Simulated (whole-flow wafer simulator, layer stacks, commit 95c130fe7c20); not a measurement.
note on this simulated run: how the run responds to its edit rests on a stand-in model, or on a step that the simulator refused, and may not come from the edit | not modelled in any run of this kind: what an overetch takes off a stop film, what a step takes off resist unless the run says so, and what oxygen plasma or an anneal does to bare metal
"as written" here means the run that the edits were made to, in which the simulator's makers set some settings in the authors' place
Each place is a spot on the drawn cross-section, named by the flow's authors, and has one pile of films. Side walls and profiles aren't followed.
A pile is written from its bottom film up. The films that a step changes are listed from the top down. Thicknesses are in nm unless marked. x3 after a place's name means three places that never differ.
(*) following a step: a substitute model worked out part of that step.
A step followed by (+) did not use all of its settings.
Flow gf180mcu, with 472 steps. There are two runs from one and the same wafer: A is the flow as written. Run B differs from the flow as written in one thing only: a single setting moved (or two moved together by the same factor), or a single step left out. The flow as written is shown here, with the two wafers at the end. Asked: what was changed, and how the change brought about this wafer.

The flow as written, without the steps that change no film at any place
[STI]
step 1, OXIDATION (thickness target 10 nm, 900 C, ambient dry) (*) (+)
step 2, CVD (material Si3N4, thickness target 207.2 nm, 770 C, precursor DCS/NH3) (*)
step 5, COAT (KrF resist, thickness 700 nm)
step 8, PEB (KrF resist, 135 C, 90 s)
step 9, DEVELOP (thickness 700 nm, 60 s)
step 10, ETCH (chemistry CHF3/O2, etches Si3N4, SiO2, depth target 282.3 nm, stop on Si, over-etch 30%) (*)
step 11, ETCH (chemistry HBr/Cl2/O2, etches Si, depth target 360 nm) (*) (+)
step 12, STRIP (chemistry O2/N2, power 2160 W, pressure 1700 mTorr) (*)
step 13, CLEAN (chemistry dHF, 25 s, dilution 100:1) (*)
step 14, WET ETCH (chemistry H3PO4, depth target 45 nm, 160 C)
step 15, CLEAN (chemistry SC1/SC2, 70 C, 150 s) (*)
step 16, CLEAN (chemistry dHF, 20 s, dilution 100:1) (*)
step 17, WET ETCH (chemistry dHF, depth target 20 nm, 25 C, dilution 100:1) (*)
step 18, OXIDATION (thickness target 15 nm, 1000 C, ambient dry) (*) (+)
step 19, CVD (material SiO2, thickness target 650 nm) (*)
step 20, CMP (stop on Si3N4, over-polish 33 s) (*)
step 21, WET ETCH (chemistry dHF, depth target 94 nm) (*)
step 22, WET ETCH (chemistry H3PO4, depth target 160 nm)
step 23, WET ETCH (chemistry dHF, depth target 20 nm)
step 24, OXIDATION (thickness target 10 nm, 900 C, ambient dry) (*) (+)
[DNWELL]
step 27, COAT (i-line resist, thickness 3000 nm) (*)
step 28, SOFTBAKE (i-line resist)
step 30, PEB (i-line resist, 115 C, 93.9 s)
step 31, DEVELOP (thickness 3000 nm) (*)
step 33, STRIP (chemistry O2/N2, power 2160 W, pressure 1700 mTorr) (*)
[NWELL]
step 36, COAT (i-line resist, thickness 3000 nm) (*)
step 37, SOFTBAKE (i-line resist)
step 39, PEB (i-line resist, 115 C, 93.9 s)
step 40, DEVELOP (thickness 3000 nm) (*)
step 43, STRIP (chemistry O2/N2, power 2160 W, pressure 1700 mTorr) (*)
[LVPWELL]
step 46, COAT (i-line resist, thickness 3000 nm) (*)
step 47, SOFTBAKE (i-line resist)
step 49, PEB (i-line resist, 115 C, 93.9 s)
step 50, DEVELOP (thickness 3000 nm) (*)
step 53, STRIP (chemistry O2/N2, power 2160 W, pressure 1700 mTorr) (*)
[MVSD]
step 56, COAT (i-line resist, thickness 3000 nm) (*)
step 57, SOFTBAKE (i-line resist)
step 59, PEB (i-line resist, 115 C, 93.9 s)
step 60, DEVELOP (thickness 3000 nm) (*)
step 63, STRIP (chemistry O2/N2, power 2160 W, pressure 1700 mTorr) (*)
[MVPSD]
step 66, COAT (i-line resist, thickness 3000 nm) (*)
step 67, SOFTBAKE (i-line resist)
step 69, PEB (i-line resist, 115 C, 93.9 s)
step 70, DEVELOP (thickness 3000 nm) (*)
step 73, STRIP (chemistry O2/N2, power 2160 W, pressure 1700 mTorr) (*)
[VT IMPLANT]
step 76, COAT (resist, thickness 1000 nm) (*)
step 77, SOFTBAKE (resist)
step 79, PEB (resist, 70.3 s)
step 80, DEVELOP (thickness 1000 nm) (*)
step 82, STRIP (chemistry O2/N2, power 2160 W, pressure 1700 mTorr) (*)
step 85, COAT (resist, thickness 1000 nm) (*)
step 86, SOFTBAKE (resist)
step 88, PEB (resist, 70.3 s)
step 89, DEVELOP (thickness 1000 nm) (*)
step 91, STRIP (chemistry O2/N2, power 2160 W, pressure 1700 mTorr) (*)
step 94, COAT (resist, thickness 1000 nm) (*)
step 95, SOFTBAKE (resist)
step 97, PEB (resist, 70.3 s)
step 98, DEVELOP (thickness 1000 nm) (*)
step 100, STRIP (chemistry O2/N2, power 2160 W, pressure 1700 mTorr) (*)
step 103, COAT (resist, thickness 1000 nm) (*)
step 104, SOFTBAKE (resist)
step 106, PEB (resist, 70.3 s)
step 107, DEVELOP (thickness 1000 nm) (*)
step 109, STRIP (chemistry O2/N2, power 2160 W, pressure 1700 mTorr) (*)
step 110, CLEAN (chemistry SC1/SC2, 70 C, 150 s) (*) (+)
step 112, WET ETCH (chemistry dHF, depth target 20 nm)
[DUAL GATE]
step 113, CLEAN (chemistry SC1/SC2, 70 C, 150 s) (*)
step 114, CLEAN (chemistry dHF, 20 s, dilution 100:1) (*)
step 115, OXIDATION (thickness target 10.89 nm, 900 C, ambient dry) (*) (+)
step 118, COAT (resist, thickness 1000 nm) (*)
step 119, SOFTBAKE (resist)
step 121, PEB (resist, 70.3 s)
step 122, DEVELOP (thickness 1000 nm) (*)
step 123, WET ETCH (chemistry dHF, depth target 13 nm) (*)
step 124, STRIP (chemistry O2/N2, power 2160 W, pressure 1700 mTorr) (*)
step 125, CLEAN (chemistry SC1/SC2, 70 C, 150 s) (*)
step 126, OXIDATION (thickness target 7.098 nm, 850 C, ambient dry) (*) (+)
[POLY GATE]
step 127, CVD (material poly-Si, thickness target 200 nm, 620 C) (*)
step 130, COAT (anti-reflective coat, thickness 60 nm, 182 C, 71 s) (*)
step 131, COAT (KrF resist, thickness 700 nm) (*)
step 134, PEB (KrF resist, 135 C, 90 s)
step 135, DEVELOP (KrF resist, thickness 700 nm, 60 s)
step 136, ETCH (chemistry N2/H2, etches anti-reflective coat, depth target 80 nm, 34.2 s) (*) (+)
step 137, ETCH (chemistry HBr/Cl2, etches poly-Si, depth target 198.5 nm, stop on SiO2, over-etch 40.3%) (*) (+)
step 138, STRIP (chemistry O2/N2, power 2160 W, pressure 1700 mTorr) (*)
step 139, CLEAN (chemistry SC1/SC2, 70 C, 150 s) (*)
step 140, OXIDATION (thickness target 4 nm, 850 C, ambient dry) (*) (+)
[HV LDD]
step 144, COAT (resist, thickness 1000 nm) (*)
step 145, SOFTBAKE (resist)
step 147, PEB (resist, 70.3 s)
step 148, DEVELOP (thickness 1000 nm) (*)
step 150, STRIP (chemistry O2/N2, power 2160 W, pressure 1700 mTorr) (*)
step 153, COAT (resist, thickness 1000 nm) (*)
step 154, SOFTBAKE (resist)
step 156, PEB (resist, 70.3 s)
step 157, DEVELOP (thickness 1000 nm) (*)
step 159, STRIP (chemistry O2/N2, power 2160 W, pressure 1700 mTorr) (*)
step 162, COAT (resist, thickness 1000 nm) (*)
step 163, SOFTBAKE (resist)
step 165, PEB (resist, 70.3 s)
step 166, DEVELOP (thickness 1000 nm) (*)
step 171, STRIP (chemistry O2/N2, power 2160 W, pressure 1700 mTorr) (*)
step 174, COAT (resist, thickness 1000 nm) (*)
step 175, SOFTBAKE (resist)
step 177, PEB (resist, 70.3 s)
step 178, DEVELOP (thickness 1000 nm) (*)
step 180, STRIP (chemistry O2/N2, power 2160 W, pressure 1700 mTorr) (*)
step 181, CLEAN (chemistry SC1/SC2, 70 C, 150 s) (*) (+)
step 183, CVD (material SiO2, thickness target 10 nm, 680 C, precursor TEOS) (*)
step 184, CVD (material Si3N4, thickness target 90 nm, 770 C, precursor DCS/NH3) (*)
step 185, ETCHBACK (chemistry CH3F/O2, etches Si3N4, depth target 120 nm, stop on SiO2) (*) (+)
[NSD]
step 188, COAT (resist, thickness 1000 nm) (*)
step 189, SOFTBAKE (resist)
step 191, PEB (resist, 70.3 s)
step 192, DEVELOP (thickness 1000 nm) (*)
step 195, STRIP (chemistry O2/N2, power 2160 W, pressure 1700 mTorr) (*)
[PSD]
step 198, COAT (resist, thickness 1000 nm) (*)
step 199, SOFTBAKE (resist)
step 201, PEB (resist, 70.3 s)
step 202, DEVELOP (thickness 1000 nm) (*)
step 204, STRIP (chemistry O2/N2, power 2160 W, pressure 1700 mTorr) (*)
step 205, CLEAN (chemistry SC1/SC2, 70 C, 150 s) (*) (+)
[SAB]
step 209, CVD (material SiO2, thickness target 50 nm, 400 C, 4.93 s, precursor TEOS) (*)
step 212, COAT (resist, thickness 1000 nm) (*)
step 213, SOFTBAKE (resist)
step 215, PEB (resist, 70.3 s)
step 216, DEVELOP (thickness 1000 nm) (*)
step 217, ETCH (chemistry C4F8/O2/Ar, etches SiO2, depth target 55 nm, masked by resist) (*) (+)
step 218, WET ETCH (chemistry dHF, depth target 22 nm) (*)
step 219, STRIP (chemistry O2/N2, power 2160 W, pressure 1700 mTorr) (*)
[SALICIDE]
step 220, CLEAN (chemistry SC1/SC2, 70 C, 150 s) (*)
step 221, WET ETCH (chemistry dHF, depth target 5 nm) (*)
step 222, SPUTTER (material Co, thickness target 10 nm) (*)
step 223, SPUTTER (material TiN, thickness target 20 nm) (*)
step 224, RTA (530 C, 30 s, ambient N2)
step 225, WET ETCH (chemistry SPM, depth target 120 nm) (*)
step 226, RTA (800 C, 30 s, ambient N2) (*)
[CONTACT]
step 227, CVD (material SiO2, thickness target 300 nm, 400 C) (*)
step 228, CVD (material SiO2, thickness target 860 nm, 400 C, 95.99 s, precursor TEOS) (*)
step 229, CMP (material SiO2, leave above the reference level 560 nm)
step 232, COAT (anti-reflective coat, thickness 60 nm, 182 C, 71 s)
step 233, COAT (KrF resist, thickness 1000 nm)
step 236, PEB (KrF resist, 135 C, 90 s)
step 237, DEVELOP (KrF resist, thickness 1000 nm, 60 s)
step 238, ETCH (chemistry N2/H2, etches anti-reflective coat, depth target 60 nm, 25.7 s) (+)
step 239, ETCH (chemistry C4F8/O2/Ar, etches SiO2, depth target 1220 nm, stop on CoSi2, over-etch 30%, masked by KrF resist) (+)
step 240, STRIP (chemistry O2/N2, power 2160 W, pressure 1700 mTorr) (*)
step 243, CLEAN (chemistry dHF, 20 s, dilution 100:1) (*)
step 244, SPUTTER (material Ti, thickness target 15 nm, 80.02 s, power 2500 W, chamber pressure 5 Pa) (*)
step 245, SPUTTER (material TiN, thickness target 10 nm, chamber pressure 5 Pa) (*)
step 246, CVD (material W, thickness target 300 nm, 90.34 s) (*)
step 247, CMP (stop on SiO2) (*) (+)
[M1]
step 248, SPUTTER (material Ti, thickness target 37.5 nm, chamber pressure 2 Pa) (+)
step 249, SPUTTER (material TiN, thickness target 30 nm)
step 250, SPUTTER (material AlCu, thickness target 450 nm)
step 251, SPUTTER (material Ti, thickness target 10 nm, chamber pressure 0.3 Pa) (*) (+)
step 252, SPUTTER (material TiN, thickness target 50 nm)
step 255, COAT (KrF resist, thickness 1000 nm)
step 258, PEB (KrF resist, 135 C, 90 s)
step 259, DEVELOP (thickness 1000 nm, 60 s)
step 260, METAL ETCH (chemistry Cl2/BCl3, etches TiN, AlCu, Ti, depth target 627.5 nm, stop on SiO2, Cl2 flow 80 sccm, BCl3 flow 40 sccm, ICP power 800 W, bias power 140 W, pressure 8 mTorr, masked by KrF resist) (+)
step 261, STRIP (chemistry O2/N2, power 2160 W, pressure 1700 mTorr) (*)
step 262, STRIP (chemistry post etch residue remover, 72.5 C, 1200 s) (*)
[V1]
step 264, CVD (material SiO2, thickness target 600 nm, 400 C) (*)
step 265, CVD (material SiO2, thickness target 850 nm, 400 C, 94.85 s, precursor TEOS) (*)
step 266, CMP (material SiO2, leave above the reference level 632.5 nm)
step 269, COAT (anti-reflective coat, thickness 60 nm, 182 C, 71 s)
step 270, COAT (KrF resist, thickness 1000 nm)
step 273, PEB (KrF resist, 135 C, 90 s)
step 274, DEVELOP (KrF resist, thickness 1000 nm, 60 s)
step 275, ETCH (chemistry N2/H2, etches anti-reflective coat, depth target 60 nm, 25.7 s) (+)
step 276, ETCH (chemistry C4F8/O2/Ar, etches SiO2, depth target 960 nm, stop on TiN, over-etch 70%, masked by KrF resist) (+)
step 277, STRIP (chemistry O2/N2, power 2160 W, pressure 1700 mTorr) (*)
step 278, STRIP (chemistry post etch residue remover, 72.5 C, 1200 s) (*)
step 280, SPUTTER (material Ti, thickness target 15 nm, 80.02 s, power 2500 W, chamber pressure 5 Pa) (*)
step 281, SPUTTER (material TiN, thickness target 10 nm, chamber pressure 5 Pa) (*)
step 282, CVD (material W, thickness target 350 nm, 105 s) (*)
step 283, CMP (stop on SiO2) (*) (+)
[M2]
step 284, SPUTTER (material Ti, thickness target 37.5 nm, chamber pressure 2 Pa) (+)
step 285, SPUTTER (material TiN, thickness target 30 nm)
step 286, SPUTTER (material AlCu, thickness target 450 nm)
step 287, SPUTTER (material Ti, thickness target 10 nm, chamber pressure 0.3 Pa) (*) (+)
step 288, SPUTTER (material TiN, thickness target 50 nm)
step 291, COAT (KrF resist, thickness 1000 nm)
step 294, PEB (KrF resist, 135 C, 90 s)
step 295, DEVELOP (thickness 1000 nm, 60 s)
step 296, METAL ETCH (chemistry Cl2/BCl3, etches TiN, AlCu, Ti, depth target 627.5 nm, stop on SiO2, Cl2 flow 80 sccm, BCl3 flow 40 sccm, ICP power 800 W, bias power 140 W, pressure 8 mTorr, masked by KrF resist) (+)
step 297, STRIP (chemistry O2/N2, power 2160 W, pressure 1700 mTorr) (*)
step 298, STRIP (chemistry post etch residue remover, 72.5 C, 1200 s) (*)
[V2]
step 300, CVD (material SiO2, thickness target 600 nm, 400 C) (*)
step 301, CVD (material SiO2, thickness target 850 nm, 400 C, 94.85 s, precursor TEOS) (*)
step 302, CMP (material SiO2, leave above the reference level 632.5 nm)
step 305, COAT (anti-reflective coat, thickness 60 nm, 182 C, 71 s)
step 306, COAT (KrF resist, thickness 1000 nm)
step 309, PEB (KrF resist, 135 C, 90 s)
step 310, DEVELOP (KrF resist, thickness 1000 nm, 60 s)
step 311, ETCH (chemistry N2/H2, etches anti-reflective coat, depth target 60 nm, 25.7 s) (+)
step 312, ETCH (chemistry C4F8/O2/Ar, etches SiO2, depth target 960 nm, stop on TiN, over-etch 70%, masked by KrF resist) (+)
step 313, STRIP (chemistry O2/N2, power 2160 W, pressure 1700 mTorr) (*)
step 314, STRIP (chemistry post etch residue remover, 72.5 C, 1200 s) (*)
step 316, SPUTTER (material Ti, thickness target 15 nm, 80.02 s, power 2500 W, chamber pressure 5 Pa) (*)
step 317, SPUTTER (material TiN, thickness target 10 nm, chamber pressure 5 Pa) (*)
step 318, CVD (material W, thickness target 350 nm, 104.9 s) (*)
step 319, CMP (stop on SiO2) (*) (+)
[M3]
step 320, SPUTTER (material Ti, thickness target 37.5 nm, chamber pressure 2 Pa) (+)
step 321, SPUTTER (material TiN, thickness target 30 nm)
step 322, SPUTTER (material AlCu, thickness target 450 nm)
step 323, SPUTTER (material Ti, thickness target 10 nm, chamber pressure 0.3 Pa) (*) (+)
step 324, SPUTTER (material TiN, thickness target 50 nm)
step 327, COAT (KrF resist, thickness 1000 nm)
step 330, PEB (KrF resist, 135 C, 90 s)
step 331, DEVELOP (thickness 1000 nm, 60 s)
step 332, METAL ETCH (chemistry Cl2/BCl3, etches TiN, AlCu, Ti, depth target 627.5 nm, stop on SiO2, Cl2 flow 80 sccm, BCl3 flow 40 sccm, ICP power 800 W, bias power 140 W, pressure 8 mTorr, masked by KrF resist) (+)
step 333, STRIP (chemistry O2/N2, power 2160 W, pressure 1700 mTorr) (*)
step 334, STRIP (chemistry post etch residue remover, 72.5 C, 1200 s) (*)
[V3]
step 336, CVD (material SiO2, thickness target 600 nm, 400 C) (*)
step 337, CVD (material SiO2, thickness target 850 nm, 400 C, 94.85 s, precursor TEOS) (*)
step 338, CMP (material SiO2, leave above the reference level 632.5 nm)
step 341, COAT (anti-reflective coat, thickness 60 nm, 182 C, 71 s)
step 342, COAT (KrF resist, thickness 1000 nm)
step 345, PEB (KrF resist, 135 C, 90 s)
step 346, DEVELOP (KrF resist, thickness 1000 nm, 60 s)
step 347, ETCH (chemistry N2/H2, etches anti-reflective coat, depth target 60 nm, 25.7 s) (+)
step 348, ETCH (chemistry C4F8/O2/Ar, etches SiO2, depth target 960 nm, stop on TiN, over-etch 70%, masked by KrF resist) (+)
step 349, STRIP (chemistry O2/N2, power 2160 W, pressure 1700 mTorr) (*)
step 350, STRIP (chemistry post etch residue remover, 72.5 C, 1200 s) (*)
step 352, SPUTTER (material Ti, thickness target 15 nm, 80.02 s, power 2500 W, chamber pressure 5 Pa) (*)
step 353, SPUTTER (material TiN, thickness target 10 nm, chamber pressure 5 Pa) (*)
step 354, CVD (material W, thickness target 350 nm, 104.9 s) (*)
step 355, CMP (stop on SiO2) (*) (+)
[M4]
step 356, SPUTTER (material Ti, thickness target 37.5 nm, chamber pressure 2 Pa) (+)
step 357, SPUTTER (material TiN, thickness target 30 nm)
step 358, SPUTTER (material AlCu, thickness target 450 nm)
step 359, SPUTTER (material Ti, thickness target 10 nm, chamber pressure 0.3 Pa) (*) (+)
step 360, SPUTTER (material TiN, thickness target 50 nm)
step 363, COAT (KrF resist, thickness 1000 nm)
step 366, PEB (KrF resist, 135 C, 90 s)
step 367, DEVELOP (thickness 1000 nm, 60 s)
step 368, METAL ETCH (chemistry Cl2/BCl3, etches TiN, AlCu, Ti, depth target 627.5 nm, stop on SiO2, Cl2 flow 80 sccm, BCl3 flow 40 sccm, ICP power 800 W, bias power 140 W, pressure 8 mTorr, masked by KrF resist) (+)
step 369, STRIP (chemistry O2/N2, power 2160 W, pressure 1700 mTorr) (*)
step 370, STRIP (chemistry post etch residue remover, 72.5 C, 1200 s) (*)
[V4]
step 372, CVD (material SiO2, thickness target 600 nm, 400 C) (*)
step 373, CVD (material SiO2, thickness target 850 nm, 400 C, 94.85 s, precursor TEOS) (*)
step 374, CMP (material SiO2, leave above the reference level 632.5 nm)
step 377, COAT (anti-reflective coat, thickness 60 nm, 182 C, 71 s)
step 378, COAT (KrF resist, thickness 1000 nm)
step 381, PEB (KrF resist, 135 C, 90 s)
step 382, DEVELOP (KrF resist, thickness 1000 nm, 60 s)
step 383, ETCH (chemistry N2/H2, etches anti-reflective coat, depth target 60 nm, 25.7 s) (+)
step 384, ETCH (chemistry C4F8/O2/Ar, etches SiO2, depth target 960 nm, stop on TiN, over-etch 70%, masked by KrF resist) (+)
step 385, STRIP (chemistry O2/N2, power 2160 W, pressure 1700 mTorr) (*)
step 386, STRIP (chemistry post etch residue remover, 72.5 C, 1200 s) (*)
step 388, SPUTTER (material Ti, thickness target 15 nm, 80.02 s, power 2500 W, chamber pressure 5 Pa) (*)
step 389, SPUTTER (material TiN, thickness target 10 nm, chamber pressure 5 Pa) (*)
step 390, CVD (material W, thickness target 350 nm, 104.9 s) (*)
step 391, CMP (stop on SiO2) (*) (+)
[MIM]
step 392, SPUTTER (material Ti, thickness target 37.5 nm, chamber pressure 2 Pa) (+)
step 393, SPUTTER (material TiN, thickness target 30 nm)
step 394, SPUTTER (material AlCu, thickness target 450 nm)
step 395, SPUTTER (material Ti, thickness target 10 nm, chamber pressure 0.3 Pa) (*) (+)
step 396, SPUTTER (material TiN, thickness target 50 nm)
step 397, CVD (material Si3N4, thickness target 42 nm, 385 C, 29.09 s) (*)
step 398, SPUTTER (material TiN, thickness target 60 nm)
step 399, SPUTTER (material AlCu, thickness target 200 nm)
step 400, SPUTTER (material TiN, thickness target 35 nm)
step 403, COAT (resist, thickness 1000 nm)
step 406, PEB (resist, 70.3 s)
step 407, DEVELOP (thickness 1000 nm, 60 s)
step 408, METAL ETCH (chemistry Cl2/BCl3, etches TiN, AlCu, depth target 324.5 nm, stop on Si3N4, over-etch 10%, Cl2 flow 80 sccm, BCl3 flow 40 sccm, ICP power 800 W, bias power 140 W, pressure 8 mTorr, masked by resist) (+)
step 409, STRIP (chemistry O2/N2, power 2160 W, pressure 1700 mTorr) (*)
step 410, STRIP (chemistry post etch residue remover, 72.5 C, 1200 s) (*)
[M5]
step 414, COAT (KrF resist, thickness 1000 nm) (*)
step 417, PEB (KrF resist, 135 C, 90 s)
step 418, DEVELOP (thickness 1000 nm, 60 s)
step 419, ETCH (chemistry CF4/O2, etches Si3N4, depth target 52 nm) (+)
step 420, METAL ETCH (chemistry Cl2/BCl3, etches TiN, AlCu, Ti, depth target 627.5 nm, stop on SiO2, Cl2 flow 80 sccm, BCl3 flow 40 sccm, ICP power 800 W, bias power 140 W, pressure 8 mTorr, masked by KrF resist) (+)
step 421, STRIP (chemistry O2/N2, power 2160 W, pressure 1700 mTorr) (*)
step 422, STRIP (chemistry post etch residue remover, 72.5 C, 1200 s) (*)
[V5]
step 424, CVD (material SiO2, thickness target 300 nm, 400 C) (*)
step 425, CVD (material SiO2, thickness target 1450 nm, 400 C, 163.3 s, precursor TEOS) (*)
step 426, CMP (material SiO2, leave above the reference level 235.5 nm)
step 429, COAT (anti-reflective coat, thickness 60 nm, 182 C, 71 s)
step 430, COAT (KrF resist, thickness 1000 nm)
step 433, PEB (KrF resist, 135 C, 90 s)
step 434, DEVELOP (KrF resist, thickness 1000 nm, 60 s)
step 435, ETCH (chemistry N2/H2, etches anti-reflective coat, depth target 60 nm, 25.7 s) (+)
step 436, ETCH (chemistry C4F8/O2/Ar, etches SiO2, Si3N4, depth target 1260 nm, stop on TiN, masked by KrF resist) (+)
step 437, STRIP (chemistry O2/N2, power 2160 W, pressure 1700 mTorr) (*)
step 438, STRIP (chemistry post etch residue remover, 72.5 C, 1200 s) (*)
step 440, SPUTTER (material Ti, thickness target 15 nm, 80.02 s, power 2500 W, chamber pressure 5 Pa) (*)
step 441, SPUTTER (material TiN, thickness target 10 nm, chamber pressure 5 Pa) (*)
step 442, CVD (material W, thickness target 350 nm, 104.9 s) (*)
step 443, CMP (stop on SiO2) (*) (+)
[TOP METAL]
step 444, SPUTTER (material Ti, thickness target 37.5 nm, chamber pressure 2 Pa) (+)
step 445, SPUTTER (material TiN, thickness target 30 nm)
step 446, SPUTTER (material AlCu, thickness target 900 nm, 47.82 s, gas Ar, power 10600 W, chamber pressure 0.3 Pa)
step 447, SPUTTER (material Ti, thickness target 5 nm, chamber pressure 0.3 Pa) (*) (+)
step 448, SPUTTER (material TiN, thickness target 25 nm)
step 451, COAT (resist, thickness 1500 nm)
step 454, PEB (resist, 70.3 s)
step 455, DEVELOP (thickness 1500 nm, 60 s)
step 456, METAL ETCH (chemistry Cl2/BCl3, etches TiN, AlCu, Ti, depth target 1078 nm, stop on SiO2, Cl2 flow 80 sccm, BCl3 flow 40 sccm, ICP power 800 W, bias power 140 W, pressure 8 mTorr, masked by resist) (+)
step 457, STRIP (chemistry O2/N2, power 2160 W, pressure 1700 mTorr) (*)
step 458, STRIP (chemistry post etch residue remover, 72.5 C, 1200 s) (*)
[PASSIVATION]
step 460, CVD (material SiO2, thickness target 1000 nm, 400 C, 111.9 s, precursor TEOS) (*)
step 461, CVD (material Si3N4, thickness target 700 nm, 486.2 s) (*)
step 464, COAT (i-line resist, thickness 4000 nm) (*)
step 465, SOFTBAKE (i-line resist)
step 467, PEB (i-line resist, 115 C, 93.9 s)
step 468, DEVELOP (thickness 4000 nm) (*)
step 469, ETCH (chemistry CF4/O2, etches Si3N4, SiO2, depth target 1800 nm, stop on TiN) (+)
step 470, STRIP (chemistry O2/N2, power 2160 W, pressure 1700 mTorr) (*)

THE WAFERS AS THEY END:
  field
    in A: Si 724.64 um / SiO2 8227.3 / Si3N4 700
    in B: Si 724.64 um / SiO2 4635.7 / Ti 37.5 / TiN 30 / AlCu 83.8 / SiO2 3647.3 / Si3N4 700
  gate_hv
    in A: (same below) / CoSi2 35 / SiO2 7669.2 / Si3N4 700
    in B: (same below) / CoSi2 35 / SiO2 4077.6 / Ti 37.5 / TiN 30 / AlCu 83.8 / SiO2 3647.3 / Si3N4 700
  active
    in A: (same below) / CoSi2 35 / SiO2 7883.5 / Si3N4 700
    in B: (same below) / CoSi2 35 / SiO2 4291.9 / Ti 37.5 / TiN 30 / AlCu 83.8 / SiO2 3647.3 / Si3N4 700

What caused this: step 358, SPUTTER: thickness target 657 nm was run, while the flow as written has thickness target 450 nm.

Step by step, how the change led to this:
  step 358, SPUTTER (material AlCu, thickness target 450 nm)
      field, field__w1, field__w2 and 108 more: A +450 AlCu (new film) | B +657 AlCu (new film)
  step 368, METAL ETCH (chemistry Cl2/BCl3, etches TiN, AlCu, Ti, depth target 627.5 nm, stop on SiO2, Cl2 flow 80 sccm, BCl3 flow 40 sccm, ICP power 800 W, bias power 140 W, pressure 8 mTorr, masked by KrF resist) (+)
      field, field__w1, field__w2 and 103 more: A -50 TiN (all of it), -10 Ti (all of it), -450 AlCu (all of it), -30 TiN (all of it), -37.5 Ti (all of it) | B -50 TiN (all of it), -10 Ti (all of it), -567.5 AlCu
  step 370, STRIP (chemistry post etch residue remover, 72.5 C, 1200 s) (*)
      field, field__w1, field__w2 and 103 more: A nothing | B -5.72 AlCu
  step 372, CVD (material SiO2, thickness target 600 nm, 400 C) (*)
      field, field__w1, field__w2 and 103 more: A +600 SiO2 | B +600 SiO2 (new film)
  step 374, CMP (material SiO2, leave above the reference level 632.5 nm)
      field, field__w1, field__w2 and 103 more: A -300 SiO2 | B -244.3 SiO2
With metal films that touch counted as one body, field has 1 body; the flow as written gives 0 bodies.
With metal films that touch counted as one body, gate_hv has 2 bodies (between them, from the top down: SiO2 4077.6); the flow as written gives 1 body.
With metal films that touch counted as one body, active has 2 bodies (between them, from the top down: SiO2 4291.9); the flow as written gives 1 body.
